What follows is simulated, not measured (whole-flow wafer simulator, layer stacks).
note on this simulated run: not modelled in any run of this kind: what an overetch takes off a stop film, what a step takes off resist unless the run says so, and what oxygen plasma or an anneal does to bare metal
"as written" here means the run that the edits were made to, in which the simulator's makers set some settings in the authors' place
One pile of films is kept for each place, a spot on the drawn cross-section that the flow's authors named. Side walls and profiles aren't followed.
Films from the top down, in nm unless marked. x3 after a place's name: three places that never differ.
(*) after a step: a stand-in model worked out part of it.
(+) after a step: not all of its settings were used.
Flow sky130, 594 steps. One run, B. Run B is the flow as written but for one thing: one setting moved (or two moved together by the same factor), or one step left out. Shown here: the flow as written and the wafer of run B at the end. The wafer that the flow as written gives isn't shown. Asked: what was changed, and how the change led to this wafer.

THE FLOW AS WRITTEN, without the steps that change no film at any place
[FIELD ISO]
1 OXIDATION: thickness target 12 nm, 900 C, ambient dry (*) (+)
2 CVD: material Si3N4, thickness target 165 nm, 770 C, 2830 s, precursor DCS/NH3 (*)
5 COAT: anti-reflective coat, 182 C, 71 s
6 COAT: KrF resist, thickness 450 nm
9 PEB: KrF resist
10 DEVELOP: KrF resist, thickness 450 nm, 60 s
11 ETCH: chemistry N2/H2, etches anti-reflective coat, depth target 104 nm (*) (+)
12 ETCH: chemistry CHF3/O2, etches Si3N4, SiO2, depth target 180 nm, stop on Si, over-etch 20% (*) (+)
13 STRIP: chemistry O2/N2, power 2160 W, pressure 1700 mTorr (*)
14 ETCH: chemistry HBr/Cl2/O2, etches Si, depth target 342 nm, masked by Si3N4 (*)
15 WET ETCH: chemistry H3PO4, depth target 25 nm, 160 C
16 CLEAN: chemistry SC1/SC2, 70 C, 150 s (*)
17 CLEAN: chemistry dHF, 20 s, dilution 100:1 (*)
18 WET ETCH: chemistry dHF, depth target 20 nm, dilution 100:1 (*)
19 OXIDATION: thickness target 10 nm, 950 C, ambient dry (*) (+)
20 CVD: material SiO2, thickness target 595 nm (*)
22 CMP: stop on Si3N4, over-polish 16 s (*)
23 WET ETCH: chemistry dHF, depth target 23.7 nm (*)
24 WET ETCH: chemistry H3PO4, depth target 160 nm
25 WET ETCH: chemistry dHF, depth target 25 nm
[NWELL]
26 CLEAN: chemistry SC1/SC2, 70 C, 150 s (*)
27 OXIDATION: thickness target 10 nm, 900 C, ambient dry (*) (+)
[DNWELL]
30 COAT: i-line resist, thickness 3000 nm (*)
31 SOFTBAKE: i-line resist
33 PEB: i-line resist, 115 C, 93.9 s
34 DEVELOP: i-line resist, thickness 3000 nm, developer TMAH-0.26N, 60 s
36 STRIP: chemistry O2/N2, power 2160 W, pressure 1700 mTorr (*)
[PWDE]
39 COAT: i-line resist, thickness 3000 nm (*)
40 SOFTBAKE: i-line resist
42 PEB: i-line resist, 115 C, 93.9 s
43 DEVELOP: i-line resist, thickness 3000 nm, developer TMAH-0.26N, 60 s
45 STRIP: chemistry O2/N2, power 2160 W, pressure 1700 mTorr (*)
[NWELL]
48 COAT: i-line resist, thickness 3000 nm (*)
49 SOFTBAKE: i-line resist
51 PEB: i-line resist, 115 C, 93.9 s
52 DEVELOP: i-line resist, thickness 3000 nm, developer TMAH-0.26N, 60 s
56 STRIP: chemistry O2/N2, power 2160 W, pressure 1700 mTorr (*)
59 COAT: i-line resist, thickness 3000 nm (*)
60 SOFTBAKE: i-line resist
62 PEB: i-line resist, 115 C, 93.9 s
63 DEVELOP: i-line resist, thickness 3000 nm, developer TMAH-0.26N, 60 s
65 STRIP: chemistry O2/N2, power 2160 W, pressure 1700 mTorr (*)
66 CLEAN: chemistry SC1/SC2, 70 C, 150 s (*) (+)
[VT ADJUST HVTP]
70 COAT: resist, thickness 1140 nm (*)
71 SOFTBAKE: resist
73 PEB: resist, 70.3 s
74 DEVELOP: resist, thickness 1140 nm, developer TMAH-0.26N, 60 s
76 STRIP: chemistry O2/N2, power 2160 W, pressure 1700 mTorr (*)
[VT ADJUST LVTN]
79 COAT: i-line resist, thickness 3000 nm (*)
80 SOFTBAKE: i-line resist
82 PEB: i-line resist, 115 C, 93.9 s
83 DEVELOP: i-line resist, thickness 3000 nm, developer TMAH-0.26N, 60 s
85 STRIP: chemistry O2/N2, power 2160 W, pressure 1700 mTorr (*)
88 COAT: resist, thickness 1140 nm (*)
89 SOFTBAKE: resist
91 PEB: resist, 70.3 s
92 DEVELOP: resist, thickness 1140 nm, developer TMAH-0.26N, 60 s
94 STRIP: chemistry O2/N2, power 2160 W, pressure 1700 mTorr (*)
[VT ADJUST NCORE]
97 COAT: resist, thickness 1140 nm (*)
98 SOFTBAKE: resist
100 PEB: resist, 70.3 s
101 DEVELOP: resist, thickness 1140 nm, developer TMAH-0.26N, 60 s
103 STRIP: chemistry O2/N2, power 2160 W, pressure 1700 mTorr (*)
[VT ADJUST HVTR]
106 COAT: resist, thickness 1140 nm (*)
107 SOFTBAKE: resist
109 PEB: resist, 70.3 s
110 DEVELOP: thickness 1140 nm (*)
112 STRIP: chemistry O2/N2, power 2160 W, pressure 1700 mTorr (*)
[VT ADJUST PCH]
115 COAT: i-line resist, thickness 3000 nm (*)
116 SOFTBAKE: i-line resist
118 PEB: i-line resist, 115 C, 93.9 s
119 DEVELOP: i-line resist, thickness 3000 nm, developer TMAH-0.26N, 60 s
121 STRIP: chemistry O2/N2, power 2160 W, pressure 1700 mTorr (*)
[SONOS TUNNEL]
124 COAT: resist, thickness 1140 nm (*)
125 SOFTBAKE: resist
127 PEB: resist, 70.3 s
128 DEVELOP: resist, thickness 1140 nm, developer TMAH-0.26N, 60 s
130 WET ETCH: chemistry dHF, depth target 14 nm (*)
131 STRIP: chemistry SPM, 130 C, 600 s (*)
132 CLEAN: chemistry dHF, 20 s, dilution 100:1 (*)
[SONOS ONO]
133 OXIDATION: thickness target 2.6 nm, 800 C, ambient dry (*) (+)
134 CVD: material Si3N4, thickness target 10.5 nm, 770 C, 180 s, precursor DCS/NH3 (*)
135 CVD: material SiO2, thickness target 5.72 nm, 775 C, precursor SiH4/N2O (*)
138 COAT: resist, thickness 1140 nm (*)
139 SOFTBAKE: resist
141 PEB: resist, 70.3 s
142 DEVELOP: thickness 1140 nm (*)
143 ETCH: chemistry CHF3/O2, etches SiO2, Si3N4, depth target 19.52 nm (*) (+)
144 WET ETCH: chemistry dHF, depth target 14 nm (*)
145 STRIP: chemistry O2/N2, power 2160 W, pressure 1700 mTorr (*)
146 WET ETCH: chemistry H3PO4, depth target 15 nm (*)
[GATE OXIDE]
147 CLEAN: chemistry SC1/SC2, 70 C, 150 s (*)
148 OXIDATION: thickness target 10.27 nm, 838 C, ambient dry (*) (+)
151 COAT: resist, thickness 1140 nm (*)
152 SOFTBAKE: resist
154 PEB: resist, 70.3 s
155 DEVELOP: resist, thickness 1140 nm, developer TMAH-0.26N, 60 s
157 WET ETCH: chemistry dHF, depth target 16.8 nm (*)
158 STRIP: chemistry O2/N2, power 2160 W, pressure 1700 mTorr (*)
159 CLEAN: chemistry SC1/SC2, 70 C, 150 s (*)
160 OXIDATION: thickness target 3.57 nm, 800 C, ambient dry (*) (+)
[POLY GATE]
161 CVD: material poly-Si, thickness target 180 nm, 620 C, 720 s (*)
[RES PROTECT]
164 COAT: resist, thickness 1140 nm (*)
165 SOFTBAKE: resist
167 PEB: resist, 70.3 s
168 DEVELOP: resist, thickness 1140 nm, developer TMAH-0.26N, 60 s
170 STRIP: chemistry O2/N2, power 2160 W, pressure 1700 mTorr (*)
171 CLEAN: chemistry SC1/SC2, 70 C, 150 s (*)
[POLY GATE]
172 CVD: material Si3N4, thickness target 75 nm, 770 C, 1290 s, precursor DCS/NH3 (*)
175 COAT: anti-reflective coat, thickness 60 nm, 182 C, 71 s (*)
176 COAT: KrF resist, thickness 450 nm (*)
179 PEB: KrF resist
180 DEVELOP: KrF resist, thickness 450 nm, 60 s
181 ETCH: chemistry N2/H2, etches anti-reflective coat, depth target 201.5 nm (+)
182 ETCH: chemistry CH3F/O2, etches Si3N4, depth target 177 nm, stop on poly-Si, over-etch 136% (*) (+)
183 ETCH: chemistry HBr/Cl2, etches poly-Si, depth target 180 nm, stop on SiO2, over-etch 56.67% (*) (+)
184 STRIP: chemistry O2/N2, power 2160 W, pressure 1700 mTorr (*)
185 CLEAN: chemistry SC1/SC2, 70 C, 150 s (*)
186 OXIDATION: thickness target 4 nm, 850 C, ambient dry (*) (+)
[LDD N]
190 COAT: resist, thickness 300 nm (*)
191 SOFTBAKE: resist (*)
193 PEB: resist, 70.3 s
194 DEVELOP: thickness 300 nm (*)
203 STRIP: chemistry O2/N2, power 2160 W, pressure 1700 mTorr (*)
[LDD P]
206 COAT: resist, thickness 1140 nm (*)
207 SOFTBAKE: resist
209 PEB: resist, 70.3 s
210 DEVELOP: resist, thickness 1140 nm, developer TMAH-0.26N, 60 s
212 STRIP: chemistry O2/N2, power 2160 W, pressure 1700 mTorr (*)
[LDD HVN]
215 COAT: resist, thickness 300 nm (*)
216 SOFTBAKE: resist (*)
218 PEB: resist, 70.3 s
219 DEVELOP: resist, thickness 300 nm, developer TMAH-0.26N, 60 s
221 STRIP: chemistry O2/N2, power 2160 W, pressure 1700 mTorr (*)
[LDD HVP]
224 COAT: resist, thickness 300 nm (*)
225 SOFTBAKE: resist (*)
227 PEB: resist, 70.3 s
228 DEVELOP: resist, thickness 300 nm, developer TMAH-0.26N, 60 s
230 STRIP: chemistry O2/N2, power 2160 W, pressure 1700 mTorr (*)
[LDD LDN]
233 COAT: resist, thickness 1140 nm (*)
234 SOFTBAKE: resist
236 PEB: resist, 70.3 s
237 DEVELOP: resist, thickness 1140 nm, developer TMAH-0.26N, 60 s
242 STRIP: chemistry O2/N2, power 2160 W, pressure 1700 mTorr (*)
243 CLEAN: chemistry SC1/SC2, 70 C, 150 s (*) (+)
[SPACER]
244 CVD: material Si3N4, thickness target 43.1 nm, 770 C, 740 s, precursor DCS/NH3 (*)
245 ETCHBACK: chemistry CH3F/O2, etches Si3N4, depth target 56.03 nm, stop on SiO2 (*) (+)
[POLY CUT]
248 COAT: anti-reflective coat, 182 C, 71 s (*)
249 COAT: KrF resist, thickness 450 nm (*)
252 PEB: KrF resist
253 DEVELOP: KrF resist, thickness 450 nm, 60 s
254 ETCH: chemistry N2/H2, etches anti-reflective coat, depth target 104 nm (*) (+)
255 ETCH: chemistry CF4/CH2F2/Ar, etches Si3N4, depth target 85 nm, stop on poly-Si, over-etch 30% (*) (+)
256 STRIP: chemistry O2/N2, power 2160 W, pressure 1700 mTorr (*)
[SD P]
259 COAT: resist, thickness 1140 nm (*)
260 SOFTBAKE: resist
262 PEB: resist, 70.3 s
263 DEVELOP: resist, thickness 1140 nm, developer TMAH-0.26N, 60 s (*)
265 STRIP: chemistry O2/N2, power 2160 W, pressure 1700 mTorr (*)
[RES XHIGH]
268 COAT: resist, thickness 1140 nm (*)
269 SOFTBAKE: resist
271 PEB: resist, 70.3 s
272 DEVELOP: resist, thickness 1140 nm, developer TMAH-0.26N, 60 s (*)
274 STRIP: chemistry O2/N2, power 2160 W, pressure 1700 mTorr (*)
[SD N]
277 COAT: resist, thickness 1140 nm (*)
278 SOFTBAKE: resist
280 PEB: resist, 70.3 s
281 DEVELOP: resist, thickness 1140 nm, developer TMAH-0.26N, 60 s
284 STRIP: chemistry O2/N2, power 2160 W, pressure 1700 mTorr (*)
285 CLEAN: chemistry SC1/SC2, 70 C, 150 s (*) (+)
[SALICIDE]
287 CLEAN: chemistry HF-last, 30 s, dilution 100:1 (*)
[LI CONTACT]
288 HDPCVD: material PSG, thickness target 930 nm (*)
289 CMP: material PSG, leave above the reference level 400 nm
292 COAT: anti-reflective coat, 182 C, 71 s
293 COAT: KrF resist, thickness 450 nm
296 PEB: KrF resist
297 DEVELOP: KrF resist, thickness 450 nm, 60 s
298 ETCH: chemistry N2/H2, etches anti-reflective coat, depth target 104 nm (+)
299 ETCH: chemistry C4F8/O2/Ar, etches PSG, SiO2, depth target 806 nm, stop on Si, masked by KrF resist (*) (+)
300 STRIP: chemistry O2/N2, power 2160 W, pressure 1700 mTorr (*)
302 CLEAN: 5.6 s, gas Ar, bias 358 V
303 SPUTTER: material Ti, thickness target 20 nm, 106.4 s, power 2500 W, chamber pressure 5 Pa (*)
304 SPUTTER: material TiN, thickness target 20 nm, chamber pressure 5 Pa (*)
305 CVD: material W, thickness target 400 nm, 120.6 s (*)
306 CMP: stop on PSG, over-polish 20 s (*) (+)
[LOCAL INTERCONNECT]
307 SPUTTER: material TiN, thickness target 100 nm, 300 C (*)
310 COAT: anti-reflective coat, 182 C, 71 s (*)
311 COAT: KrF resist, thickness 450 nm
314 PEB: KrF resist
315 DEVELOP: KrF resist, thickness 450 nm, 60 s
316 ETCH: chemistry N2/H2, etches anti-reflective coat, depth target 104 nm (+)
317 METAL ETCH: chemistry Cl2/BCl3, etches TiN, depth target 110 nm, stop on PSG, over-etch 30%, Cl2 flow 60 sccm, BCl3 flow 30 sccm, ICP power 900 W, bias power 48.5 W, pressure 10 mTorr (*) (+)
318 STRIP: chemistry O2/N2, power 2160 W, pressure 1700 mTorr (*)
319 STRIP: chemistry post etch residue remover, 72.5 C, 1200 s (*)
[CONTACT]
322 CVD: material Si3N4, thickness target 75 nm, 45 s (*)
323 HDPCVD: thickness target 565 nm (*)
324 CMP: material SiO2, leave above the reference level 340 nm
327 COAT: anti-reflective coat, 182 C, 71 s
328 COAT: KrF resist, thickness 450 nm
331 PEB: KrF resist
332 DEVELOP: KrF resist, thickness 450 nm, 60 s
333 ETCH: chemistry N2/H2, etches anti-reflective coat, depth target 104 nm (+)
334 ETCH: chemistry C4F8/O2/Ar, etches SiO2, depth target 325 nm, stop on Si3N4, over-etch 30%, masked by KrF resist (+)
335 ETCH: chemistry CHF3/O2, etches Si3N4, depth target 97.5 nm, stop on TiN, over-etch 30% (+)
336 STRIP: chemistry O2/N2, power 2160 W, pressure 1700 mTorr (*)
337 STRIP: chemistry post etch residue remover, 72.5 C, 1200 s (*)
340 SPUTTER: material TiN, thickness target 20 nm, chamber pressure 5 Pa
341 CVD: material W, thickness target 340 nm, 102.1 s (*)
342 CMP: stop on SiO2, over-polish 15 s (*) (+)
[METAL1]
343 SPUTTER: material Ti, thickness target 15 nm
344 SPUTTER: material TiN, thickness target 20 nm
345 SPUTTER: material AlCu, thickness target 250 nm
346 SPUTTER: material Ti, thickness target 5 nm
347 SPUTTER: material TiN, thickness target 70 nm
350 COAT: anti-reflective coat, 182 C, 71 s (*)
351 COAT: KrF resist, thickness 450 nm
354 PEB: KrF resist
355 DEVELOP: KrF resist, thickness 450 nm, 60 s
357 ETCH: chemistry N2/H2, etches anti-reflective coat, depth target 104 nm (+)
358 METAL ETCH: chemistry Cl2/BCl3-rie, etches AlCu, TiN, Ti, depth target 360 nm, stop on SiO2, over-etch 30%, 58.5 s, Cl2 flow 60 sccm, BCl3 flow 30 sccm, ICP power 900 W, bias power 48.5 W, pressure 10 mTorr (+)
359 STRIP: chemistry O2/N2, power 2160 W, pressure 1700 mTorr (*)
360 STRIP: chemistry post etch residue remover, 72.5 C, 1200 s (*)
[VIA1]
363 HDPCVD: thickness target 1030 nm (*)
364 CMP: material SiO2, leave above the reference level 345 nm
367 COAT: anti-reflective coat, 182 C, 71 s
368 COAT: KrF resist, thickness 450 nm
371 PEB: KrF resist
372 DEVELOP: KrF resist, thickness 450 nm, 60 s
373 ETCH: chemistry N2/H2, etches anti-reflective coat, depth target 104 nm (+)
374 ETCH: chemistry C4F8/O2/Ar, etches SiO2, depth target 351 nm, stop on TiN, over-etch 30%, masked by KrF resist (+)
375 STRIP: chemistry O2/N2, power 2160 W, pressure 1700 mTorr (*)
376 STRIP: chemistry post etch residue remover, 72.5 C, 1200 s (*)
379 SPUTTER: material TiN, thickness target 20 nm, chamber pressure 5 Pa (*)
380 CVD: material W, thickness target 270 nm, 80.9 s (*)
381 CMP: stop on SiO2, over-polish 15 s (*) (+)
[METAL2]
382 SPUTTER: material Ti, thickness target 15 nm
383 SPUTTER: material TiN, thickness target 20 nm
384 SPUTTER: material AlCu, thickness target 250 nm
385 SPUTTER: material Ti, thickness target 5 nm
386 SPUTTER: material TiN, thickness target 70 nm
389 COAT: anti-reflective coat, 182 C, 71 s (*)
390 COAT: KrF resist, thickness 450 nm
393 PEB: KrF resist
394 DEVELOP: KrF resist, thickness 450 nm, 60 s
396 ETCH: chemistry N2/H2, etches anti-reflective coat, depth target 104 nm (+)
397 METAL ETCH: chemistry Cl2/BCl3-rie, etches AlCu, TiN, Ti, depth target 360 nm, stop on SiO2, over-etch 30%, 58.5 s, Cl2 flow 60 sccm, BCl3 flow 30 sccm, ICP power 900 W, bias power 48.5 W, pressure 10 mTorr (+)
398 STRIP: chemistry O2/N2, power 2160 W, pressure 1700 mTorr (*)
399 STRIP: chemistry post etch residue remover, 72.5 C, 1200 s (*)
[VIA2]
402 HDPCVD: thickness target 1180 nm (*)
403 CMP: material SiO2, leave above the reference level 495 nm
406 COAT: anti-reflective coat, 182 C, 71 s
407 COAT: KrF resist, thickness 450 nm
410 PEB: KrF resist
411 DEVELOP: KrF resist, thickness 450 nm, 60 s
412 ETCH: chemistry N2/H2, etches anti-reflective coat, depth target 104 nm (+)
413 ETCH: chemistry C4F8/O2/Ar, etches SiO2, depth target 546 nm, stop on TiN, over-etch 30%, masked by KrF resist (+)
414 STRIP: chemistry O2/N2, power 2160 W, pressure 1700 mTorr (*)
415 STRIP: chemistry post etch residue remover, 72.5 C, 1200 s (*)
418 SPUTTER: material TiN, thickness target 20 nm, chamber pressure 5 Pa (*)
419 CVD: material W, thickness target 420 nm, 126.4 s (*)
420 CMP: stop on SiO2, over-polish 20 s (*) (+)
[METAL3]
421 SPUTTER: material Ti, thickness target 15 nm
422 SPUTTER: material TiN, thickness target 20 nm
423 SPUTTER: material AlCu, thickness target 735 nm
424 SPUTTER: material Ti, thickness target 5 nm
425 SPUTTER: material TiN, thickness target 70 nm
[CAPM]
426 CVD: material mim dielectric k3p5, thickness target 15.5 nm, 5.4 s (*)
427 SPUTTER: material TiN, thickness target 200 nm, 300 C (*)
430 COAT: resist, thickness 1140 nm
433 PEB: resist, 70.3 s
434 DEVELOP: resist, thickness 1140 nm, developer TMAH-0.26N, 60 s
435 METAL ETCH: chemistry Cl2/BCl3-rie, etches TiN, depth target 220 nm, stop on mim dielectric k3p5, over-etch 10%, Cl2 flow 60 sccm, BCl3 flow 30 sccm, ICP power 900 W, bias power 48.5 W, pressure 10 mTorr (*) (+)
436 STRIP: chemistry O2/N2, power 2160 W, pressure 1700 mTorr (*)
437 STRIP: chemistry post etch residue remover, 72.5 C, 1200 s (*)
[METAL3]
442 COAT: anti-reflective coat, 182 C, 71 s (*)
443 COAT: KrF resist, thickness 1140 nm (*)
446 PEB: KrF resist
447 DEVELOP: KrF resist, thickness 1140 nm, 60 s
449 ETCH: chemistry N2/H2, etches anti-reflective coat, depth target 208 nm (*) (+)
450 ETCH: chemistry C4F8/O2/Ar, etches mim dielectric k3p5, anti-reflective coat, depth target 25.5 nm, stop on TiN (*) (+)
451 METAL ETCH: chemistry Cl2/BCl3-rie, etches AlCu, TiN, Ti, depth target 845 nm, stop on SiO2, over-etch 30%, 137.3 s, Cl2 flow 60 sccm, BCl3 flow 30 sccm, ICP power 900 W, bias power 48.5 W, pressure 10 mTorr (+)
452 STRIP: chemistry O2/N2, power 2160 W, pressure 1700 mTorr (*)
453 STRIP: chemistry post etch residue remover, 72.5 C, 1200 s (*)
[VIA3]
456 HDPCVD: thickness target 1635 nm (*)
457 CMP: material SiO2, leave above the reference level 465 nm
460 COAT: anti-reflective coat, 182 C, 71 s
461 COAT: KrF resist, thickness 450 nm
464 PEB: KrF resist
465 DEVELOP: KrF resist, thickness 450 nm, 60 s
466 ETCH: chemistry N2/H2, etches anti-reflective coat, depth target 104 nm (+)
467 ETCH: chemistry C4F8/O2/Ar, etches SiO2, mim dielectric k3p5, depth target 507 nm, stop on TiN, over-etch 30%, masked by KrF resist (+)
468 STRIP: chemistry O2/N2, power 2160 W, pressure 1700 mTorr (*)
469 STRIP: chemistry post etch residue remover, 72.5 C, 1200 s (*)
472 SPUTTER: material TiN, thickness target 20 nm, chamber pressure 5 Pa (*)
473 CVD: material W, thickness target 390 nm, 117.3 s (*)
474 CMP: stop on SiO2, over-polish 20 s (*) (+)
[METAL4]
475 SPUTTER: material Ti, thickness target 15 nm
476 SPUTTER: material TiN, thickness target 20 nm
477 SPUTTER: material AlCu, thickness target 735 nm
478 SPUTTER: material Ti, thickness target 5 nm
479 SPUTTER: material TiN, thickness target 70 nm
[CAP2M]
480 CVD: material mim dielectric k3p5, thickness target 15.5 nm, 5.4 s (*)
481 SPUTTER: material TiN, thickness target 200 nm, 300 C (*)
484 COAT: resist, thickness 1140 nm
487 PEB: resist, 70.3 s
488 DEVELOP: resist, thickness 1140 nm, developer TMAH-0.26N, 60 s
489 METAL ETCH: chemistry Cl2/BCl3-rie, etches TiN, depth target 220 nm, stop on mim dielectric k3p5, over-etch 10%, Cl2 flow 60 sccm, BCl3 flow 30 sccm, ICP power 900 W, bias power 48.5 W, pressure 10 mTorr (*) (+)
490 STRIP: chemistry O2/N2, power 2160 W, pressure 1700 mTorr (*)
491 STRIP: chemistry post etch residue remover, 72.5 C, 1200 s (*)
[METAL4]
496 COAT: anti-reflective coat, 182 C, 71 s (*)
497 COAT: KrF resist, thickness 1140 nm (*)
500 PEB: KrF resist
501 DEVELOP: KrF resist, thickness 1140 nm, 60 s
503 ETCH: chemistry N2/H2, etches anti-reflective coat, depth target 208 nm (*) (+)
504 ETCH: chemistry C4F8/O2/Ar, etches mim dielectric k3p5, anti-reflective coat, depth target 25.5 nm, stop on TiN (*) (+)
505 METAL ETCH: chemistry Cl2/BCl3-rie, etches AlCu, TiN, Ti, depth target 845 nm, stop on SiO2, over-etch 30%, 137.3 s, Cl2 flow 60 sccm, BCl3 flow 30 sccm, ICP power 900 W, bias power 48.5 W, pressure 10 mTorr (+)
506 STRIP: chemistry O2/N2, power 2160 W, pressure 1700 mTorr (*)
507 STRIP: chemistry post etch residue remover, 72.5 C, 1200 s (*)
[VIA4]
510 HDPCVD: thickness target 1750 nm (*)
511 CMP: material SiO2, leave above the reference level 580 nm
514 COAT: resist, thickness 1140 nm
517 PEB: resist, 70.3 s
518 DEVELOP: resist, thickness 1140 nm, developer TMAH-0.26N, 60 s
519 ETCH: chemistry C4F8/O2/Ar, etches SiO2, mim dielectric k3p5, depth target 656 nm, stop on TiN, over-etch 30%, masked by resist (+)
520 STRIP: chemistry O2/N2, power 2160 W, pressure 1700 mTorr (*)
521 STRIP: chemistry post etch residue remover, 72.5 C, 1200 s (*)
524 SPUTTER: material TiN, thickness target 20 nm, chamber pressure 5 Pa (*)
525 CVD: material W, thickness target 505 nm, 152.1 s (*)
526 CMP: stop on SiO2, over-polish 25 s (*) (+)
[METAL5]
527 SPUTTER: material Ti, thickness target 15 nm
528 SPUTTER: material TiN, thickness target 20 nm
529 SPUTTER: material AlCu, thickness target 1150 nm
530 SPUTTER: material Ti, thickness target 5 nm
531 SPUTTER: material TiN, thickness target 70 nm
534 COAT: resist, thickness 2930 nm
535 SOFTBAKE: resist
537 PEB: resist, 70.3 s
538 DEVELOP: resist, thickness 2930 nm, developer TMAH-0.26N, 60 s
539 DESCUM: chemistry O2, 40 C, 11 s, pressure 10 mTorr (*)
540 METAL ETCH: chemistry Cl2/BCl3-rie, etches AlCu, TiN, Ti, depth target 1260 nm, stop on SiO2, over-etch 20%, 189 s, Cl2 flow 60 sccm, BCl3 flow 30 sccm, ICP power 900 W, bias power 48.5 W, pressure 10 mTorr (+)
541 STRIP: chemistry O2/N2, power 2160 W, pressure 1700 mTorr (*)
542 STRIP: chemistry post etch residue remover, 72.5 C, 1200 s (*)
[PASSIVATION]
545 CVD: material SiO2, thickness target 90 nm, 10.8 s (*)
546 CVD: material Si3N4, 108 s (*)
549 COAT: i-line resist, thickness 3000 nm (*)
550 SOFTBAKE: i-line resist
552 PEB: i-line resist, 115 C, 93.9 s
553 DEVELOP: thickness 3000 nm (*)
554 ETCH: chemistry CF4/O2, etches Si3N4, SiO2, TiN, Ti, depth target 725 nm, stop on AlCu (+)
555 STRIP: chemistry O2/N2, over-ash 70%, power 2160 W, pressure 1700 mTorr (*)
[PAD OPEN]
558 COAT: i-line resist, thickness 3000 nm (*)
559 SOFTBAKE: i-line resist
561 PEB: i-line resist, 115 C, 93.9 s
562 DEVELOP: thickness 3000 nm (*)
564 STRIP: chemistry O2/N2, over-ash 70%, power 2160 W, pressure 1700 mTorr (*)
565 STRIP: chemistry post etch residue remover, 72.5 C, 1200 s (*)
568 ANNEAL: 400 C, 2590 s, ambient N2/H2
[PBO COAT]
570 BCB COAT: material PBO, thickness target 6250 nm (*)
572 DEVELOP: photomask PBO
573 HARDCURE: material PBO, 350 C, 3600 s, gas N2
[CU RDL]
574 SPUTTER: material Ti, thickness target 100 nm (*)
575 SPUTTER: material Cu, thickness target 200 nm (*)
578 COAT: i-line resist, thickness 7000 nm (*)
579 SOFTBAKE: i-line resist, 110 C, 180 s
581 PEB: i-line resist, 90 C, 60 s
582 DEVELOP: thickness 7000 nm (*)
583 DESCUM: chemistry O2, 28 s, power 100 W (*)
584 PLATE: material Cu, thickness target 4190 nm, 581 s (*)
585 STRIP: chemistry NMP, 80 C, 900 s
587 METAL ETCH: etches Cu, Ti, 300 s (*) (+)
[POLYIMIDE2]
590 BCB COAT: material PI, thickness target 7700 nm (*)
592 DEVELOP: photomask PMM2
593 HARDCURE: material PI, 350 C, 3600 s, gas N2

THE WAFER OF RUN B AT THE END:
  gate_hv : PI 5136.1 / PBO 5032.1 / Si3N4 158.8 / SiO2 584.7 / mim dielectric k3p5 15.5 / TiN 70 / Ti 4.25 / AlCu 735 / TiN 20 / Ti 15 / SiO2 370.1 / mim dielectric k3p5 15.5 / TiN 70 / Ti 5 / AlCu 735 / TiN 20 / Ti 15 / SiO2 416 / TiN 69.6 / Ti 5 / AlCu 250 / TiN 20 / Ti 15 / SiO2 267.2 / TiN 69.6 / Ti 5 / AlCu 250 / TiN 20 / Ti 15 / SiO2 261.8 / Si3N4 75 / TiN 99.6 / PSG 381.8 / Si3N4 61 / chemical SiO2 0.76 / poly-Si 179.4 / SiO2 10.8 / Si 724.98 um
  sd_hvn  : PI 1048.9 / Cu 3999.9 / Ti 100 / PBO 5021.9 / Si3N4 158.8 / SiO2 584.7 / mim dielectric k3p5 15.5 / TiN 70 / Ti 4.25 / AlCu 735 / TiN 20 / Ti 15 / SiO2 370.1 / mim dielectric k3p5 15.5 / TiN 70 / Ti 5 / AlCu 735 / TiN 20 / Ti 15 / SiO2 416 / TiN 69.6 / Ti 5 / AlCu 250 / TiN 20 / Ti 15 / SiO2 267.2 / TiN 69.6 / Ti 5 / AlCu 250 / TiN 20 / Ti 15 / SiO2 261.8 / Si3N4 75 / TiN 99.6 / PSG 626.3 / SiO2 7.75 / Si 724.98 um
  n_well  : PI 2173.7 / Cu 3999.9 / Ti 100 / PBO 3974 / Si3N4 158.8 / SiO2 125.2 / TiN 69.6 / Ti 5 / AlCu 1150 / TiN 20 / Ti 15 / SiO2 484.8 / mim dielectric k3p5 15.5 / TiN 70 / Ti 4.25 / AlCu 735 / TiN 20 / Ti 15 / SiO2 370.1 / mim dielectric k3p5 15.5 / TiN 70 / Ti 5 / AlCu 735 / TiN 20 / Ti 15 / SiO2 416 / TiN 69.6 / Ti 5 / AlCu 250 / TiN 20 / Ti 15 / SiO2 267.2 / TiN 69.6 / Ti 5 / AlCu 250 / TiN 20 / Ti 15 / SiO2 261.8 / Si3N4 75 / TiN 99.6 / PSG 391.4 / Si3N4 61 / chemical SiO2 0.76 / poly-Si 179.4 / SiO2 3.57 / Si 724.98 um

The cause: step 478, SPUTTER: thickness target 4.25 nm was run, where the flow has thickness target 5 nm.
It can be read off the wafer: gate_hv has Ti 4.25, and step 478 as written asks for 5 nm.

How the change led to this, step by step:
  478 SPUTTER: material Ti, thickness target 5 nm
      field, active, n_well and 189 more: Ti +4.25 (new film) (as written it would be: Ti +5 (new film))
  505 METAL ETCH: chemistry Cl2/BCl3-rie, etches AlCu, TiN, Ti, depth target 845 nm, stop on SiO2, over-etch 30%, 137.3 s, Cl2 flow 60 sccm, BCl3 flow 30 sccm, ICP power 900 W, bias power 48.5 W, pressure 10 mTorr (+)
      field, gate, spacer and 68 more: TiN -70 (all of it), Ti -4.25 (all of it), AlCu -735 (all of it), TiN -20 (all of it), Ti -15 (all of it), SiO2 -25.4 (as written it would be: TiN -70 (all of it), Ti -5 (all of it), AlCu -735 (all of it), TiN -20 (all of it), Ti -15 (all of it), SiO2 -25.4)
      active, vpp_iso1, mim_edge_plate and 14 more: TiN -70 (all of it), Ti -4.25 (all of it), AlCu -735 (all of it), TiN -20 (all of it), Ti -15 (all of it), SiO2 -25.4 (as written it would be: TiN -70 (all of it), Ti -5 (all of it), AlCu -735 (all of it), TiN -20 (all of it), Ti -15 (all of it), SiO2 -25.3)
